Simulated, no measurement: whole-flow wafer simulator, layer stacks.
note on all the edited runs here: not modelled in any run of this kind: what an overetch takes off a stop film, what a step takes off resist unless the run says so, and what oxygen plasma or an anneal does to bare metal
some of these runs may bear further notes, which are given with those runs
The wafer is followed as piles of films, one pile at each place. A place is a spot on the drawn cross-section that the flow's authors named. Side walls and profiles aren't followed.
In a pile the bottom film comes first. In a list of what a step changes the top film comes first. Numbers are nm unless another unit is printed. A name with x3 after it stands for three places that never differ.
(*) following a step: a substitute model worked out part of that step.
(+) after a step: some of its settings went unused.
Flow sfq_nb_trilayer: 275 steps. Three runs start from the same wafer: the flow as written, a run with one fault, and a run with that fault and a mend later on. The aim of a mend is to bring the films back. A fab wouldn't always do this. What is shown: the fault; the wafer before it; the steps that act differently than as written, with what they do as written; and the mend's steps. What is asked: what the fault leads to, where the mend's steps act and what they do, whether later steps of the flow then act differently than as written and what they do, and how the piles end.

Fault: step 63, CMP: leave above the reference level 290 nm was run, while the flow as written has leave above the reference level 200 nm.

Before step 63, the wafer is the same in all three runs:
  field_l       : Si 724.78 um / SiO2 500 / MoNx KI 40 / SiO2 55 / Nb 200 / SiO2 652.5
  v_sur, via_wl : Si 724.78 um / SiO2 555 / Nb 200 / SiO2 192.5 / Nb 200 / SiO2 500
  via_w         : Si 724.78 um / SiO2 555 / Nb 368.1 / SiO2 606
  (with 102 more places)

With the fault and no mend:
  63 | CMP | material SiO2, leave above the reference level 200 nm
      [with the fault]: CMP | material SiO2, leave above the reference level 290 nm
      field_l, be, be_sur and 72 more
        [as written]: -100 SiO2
        [with the fault]: -10 SiO2
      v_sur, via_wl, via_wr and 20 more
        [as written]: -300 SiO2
        [with the fault]: -210 SiO2
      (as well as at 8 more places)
  Later steps of the flow acting differently than as written (4 more steps, not shown, differ only slightly: by at most 2% or 0.5 nm, whichever is larger):
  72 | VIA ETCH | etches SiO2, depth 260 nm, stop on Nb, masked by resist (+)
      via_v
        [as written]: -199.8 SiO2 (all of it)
        [with the fault]: -260 SiO2
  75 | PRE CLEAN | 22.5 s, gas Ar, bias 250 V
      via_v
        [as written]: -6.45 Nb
        [with the fault]: -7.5 SiO2
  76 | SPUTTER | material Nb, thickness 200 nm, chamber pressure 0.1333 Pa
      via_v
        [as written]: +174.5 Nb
        [with the fault]: +163.1 Nb (new film)
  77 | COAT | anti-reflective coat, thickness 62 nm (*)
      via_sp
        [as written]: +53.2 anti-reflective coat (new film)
        [with the fault]: +51.9 anti-reflective coat (new film)
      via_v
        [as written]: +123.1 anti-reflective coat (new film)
        [with the fault]: +136.1 anti-reflective coat (new film)
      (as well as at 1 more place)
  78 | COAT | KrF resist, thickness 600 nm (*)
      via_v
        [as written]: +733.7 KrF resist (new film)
        [with the fault]: +783.4 KrF resist (new film)
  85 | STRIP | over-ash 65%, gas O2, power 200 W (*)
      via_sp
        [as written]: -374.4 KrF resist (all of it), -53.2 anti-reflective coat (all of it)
        [with the fault]: -370.4 KrF resist (all of it), -51.9 anti-reflective coat (all of it)
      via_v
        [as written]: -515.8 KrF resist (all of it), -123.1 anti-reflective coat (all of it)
        [with the fault]: -565.3 KrF resist (all of it), -136.1 anti-reflective coat (all of it)
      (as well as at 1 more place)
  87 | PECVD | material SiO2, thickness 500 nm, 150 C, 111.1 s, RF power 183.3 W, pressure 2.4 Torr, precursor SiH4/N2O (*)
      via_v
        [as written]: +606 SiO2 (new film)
        [with the fault]: +678.7 SiO2 (new film)
  By the end, the piles at field_l, v_sur, via_wl and 103 more depart from the flow's by more than 2% or 0.5 nm, whichever is larger.
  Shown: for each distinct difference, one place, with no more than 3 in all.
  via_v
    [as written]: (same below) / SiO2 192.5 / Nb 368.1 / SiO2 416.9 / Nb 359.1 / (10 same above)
    [with the fault]: (same below) / SiO2 192.5 / Nb 200 / SiO2 22.3 / Nb 163.1 / SiO2 489.6 / Nb 359.1 / (10 same above)
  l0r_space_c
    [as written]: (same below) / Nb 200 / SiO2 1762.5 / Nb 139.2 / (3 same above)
    [with the fault]: (same below) / Nb 200 / SiO2 1852.5 / Nb 139.2 / (3 same above)
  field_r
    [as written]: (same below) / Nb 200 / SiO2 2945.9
    [with the fault]: (same below) / Nb 200 / SiO2 3035.9

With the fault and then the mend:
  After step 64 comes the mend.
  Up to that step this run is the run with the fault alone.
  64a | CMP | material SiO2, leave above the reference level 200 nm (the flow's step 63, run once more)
      field_l, v_sur, via_wl and 103 more
        -90 SiO2
  None of the later steps of the flow acts differently than as written at any place that is followed.
  By the end, the piles equal the flow's at every place that both follow.
